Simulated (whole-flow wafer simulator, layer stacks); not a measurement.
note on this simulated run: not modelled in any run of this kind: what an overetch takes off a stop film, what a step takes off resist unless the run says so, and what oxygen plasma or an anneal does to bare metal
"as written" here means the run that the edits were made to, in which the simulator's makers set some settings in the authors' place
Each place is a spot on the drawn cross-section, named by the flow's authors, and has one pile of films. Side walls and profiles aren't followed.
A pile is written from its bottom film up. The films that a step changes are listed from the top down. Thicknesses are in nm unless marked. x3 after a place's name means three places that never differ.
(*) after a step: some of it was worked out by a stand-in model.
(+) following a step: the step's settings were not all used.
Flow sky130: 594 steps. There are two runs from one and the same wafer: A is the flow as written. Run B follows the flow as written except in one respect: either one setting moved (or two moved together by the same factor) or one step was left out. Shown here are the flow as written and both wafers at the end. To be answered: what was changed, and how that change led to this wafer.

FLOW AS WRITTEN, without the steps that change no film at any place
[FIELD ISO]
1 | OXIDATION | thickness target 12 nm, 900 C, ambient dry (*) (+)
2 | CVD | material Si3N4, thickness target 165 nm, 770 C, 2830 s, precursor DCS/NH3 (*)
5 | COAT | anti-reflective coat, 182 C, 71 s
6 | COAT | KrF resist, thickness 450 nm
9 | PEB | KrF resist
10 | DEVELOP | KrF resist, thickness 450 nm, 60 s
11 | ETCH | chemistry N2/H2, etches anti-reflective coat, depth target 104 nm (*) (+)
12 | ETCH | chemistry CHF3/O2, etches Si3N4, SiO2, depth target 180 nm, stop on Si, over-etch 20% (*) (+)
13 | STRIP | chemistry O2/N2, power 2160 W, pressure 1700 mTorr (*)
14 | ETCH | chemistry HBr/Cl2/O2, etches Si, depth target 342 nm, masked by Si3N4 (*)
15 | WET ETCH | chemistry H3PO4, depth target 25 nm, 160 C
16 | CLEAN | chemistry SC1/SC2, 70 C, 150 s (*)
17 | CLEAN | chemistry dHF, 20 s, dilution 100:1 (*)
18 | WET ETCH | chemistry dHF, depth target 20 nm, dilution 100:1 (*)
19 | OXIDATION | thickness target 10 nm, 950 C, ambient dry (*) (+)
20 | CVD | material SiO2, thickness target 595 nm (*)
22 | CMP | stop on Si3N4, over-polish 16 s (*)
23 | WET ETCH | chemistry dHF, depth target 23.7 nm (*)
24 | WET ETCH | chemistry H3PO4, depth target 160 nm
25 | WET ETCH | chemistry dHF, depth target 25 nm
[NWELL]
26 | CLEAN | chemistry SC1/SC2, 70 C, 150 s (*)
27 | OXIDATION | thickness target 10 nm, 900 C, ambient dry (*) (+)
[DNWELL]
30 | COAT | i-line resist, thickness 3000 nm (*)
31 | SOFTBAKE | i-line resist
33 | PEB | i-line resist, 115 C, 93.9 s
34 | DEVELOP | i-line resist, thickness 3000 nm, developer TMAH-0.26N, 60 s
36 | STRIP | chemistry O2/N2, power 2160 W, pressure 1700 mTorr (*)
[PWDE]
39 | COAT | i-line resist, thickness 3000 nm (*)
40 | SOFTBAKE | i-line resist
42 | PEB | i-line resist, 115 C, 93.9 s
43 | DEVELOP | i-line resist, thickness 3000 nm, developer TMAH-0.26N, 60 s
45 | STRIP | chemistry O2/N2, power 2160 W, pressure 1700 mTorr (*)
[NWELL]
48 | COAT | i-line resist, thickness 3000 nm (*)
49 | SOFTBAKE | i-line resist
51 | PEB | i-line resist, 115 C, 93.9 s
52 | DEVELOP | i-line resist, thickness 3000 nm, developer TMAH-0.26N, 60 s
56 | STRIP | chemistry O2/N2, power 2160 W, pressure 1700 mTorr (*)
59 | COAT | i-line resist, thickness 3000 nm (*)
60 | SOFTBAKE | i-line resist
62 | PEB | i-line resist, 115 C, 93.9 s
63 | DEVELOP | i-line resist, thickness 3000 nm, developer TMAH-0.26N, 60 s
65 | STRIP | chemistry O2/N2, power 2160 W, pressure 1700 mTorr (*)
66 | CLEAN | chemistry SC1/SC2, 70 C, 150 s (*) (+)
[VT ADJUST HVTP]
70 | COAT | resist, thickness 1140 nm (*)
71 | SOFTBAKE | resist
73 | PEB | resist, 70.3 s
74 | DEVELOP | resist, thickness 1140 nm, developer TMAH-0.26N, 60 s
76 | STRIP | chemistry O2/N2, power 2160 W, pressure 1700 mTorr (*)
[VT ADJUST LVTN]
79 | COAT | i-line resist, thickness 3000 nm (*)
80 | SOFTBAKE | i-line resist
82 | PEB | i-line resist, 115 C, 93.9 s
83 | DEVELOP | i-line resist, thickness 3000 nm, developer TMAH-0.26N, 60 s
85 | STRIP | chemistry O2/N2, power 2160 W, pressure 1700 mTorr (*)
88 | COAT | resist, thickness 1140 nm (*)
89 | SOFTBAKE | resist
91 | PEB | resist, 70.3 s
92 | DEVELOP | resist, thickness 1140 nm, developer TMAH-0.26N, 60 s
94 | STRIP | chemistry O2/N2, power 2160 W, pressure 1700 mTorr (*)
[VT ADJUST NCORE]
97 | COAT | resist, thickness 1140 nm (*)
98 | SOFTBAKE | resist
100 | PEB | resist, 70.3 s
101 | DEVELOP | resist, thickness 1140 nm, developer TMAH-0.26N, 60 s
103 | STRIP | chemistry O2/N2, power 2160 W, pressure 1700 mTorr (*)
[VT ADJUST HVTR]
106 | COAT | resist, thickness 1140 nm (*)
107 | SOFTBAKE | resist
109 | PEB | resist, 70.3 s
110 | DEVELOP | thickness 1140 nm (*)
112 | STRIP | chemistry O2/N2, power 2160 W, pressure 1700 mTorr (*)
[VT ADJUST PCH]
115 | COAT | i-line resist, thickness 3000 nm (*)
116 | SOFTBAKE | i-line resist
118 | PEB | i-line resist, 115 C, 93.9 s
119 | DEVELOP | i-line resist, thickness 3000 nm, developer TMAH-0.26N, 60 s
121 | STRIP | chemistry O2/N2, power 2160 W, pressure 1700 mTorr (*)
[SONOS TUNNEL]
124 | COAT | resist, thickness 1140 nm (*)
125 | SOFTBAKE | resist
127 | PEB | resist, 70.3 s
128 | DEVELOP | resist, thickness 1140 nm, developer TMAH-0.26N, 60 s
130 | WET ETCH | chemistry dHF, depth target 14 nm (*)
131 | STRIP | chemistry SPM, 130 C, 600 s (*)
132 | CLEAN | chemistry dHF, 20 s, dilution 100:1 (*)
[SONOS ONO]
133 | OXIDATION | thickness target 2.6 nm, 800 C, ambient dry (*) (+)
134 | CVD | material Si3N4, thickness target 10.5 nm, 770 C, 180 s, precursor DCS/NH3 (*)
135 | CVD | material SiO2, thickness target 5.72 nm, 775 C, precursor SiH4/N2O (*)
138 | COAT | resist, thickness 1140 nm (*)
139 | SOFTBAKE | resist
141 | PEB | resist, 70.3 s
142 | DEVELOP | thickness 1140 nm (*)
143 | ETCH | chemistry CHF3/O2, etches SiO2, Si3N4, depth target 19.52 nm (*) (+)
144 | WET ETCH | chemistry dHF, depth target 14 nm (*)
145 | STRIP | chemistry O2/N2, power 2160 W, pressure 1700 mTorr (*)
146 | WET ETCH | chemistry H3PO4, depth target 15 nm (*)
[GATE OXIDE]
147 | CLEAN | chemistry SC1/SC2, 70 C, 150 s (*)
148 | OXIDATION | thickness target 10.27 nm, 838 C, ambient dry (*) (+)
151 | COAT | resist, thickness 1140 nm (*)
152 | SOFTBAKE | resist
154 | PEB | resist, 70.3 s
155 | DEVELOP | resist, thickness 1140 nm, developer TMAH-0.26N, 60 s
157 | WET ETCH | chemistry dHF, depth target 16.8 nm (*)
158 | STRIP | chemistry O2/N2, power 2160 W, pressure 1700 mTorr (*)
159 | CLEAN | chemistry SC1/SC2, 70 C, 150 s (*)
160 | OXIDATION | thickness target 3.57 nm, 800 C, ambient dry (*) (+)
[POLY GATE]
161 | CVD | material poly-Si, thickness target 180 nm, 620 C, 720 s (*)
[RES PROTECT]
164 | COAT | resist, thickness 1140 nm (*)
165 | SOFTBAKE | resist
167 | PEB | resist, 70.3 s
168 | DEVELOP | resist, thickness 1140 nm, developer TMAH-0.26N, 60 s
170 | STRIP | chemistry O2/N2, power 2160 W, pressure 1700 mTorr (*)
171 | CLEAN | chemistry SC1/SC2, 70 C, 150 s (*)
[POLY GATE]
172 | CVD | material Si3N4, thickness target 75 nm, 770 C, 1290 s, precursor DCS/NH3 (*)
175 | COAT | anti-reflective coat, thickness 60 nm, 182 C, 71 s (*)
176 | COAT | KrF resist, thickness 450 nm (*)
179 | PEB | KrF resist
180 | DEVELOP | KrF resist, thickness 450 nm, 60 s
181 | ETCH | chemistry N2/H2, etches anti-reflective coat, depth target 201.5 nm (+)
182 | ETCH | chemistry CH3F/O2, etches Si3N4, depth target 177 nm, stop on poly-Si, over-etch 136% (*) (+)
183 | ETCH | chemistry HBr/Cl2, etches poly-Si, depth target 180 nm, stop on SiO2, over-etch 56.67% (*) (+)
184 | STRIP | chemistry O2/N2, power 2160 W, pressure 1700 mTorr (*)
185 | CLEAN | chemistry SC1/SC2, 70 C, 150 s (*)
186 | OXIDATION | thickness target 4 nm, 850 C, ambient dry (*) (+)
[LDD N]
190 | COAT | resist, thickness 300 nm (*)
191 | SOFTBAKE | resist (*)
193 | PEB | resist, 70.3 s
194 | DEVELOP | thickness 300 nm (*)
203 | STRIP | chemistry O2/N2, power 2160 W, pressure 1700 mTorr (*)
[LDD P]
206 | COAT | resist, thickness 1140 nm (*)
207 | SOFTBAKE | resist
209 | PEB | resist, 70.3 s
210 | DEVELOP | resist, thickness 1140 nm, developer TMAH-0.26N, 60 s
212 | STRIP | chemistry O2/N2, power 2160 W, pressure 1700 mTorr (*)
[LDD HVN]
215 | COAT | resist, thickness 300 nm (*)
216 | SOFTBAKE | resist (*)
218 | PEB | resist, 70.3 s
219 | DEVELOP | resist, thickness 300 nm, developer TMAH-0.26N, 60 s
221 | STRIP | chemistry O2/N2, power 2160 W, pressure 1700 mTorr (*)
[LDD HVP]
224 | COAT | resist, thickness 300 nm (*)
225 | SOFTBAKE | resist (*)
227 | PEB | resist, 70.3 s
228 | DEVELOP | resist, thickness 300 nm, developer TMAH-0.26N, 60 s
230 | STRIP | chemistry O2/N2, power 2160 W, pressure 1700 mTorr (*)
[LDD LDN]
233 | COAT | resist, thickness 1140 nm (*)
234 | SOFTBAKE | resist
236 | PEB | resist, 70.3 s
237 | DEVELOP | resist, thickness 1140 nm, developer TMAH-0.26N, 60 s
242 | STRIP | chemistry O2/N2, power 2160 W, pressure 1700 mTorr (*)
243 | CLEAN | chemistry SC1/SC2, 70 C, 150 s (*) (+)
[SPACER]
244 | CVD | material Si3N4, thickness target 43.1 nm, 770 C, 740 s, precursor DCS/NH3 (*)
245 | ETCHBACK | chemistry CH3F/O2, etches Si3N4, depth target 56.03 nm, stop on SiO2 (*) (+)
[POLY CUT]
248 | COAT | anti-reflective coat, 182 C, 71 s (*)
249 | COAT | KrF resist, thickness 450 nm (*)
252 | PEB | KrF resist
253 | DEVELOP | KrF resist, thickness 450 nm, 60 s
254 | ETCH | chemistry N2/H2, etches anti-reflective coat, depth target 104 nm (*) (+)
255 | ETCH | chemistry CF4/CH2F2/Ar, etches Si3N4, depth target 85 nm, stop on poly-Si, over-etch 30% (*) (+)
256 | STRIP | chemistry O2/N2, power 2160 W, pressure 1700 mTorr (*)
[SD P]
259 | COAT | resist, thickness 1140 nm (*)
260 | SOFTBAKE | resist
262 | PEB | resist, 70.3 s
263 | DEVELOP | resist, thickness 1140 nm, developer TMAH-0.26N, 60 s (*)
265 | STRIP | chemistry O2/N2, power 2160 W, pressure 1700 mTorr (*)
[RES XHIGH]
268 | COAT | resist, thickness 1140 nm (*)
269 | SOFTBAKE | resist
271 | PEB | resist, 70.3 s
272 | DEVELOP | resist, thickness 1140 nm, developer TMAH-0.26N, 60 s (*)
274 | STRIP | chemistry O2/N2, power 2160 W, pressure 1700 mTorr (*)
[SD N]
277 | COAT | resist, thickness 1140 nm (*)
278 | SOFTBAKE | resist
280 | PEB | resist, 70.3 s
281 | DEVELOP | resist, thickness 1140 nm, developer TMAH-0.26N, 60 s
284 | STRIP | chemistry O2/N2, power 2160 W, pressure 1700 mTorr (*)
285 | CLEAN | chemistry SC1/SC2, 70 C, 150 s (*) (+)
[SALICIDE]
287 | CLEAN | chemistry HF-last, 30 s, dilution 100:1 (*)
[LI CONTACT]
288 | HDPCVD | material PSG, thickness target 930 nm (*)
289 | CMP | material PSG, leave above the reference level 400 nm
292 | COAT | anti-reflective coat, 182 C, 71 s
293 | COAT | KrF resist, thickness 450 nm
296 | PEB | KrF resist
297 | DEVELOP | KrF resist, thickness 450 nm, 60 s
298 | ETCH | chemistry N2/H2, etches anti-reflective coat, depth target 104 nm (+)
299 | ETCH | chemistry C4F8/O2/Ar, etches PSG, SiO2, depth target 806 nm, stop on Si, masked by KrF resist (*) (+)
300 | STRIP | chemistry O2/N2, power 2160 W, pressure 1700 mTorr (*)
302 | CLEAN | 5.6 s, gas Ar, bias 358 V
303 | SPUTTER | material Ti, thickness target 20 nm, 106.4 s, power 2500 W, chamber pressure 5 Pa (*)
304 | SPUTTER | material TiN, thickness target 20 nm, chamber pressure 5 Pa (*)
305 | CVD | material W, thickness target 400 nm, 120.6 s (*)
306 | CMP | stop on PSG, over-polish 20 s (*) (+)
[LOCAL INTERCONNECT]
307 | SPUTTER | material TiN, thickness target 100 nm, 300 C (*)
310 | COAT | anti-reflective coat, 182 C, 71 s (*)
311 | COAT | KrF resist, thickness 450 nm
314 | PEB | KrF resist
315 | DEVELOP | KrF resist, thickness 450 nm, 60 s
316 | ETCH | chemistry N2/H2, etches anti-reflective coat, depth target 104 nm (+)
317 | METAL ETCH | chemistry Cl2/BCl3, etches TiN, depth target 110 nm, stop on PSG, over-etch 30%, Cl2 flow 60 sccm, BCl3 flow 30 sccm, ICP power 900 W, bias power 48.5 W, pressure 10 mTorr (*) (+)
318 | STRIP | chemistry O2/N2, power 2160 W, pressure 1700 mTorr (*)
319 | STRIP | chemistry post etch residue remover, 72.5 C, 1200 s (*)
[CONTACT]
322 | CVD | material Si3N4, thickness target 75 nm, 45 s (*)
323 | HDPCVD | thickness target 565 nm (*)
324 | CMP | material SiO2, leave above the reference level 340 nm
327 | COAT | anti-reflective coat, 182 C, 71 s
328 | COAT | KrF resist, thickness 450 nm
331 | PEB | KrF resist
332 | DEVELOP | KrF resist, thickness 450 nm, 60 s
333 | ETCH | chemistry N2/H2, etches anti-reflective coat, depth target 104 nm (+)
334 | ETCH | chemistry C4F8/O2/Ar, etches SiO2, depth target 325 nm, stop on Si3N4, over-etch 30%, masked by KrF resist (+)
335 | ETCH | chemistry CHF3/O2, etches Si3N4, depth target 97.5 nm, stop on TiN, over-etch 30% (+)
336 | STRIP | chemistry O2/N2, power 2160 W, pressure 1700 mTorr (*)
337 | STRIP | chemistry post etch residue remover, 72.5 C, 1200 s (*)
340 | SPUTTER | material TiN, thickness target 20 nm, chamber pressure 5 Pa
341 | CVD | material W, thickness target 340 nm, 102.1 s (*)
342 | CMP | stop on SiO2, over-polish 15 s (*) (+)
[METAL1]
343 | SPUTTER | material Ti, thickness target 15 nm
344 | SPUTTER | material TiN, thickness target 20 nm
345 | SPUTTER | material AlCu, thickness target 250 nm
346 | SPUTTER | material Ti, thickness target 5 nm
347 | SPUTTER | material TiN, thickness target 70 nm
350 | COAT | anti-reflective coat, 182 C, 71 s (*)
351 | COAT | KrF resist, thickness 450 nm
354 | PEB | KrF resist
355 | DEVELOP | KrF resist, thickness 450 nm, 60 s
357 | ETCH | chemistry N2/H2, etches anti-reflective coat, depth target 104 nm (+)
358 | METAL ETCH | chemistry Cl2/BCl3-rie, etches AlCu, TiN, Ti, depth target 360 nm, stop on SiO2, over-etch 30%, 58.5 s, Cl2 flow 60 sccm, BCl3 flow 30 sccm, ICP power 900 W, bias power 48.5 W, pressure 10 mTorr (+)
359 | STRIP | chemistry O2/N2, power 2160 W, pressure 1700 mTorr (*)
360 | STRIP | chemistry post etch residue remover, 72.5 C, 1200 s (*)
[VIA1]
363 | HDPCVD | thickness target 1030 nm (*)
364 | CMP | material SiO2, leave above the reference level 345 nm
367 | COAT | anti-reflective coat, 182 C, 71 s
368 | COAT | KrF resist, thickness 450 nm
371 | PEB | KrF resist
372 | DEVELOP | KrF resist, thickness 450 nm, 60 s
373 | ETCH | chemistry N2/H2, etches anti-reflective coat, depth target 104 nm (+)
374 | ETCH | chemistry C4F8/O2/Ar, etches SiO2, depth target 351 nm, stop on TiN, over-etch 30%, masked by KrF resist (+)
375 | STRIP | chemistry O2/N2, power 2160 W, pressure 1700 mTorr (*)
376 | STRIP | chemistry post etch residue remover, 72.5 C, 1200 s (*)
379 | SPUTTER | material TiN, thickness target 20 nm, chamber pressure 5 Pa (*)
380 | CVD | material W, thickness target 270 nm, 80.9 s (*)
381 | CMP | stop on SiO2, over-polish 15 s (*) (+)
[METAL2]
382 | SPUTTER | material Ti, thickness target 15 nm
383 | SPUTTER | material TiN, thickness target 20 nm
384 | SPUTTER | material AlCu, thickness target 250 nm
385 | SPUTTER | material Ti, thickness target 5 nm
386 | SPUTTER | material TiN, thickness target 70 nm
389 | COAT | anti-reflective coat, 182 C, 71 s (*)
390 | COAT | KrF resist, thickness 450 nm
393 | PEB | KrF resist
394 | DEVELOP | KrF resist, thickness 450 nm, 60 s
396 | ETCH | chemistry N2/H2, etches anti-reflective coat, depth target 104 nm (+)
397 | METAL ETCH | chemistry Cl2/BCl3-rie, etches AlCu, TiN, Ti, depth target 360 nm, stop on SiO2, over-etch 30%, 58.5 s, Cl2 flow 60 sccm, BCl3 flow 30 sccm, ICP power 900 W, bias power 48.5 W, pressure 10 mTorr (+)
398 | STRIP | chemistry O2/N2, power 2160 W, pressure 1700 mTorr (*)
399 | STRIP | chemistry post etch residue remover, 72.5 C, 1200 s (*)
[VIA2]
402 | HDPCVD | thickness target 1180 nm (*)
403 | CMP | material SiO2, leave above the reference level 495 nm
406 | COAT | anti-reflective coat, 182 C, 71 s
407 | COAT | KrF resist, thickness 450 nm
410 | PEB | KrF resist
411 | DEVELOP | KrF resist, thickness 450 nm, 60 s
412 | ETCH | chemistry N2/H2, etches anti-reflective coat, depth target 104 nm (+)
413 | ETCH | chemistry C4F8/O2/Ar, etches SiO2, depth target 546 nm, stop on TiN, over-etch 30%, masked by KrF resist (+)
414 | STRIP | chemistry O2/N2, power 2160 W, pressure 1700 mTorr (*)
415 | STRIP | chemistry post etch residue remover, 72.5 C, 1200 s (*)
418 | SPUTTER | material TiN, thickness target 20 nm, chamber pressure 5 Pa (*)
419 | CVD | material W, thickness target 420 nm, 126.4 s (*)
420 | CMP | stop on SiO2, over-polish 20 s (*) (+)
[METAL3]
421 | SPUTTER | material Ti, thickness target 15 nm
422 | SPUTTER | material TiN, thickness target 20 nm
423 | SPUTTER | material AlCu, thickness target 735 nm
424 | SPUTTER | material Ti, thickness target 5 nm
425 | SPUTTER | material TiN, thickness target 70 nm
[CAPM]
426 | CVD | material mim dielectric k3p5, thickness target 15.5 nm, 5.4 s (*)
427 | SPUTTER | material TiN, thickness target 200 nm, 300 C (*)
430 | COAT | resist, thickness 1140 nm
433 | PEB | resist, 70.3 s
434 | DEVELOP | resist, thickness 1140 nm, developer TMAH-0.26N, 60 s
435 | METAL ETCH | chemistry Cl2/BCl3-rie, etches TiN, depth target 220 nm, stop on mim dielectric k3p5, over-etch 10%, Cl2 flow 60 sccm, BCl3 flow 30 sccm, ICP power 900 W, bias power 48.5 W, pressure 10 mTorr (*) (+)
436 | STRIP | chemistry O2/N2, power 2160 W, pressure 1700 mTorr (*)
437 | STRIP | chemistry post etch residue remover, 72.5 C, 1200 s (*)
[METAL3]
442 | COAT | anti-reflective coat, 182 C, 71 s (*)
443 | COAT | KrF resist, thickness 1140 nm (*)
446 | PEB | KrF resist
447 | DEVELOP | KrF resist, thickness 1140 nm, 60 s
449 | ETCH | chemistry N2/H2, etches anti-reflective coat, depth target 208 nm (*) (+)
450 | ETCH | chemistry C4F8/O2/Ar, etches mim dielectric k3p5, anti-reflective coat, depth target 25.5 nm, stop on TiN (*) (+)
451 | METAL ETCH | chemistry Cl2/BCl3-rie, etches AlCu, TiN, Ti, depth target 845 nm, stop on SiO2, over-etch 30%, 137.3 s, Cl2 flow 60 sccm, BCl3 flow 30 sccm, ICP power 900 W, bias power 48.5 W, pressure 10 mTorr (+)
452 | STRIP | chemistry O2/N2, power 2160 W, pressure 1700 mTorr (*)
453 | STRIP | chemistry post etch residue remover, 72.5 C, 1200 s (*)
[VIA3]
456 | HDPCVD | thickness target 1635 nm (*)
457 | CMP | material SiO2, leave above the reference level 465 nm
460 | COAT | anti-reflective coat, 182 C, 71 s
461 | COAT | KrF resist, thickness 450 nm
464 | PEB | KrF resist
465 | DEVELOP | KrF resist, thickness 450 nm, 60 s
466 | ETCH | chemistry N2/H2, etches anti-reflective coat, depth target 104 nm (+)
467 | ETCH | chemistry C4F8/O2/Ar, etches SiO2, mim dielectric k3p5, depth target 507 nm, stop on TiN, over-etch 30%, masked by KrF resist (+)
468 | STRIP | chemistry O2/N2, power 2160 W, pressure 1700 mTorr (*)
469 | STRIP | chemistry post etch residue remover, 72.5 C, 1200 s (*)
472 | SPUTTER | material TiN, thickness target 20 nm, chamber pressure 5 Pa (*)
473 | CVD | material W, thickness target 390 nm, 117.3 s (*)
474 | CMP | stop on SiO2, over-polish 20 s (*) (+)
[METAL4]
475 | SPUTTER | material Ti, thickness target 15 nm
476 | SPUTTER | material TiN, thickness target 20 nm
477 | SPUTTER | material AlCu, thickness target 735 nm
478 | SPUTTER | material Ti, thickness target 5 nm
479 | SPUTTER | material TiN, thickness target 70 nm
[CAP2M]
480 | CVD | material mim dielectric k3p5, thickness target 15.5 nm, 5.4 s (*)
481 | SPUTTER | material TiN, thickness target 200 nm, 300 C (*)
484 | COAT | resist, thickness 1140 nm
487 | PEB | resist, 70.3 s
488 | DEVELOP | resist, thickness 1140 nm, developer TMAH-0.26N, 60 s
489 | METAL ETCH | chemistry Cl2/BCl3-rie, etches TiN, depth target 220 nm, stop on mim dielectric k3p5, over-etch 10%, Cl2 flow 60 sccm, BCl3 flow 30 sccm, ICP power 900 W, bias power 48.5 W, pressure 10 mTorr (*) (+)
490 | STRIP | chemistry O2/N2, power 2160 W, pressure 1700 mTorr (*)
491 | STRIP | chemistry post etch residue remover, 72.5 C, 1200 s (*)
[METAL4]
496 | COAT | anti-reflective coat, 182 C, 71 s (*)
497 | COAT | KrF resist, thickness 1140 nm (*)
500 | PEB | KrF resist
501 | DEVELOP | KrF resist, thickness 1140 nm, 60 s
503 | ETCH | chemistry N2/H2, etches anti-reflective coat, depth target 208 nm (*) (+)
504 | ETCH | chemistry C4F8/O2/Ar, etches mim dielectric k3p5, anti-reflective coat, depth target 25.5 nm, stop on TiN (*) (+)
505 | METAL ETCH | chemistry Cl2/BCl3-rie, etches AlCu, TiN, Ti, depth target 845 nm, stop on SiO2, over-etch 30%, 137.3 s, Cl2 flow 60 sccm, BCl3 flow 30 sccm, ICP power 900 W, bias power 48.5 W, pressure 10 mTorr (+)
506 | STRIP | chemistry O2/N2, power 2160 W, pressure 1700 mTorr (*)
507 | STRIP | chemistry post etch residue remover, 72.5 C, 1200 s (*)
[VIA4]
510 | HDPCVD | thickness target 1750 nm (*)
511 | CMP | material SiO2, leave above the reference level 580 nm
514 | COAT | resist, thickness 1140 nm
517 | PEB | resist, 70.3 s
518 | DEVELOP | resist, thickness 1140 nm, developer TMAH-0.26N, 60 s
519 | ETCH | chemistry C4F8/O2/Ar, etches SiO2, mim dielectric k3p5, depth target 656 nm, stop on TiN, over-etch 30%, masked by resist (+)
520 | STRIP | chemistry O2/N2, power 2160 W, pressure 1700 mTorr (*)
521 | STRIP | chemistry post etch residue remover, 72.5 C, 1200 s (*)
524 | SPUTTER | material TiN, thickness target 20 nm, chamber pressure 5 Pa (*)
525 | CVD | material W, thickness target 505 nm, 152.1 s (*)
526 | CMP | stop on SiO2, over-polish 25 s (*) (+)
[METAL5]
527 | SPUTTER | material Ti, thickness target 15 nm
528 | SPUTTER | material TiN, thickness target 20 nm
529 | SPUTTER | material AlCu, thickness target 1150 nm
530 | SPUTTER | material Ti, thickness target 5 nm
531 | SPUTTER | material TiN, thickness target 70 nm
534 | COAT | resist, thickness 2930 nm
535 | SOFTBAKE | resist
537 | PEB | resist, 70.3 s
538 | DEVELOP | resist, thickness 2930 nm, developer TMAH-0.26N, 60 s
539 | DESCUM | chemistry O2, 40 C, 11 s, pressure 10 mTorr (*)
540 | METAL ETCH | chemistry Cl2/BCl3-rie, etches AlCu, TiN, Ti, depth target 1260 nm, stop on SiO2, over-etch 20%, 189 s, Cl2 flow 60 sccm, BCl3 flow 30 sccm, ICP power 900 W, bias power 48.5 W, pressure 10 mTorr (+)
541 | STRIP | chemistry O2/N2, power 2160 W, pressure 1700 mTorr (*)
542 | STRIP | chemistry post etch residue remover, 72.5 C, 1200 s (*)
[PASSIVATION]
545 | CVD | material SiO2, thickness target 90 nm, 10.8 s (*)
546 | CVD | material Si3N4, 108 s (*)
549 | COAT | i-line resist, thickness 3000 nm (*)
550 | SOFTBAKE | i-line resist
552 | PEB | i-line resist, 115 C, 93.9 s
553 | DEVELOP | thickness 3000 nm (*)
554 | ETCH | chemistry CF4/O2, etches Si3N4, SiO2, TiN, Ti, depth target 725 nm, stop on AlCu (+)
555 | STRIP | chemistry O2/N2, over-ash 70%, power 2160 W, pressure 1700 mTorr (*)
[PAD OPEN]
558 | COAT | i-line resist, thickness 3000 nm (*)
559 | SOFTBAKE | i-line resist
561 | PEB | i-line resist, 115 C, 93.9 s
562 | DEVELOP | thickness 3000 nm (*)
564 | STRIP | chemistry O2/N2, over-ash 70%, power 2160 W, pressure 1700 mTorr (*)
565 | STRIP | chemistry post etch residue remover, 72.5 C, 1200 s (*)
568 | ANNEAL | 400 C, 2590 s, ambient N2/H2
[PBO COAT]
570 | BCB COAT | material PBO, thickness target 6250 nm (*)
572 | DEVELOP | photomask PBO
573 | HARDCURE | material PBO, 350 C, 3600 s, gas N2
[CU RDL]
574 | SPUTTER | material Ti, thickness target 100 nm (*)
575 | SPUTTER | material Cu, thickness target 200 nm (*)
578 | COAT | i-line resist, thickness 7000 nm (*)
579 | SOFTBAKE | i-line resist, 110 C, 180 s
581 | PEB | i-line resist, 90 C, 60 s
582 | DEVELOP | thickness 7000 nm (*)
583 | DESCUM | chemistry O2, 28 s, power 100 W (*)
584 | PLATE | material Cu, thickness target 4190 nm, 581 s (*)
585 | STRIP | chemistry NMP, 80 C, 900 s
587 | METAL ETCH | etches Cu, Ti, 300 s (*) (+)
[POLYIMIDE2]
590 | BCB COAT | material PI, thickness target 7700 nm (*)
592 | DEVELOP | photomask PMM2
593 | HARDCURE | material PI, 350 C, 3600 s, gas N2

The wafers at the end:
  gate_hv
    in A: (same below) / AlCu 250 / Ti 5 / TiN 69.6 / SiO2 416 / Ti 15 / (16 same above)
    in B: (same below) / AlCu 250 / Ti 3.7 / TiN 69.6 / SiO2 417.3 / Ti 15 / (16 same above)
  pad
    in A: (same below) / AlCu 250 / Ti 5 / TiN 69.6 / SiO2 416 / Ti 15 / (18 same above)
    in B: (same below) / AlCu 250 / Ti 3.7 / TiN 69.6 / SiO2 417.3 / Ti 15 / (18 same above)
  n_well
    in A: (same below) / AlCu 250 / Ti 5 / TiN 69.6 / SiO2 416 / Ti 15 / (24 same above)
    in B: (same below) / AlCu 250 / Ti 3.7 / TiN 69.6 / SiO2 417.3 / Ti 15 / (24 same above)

Cause: step 385, SPUTTER: thickness target 3.7 nm was run, while the flow as written has thickness target 5 nm.
One can read it off the wafer: gate_hv has Ti 3.7, and step 385 as written asks for 5 nm.

The path from the change to this, step by step:
  385 | SPUTTER | material Ti, thickness target 5 nm
      field, active, n_well and 188 more: A Ti gains 5 (new film) | B Ti gains 3.7 (new film)
  397 | METAL ETCH | chemistry Cl2/BCl3-rie, etches AlCu, TiN, Ti, depth target 360 nm, stop on SiO2, over-etch 30%, 58.5 s, Cl2 flow 60 sccm, BCl3 flow 30 sccm, ICP power 900 W, bias power 48.5 W, pressure 10 mTorr (+)
      field, active, gate and 82 more: A TiN loses 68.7 (all of it), Ti loses 5 (all of it), AlCu loses 250 (all of it), TiN loses 20 (all of it), Ti loses 15 (all of it), SiO2 loses 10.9 | B TiN loses 68.7 (all of it), Ti loses 3.7 (all of it), AlCu loses 250 (all of it), TiN loses 20 (all of it), Ti loses 15 (all of it), SiO2 loses 11.1
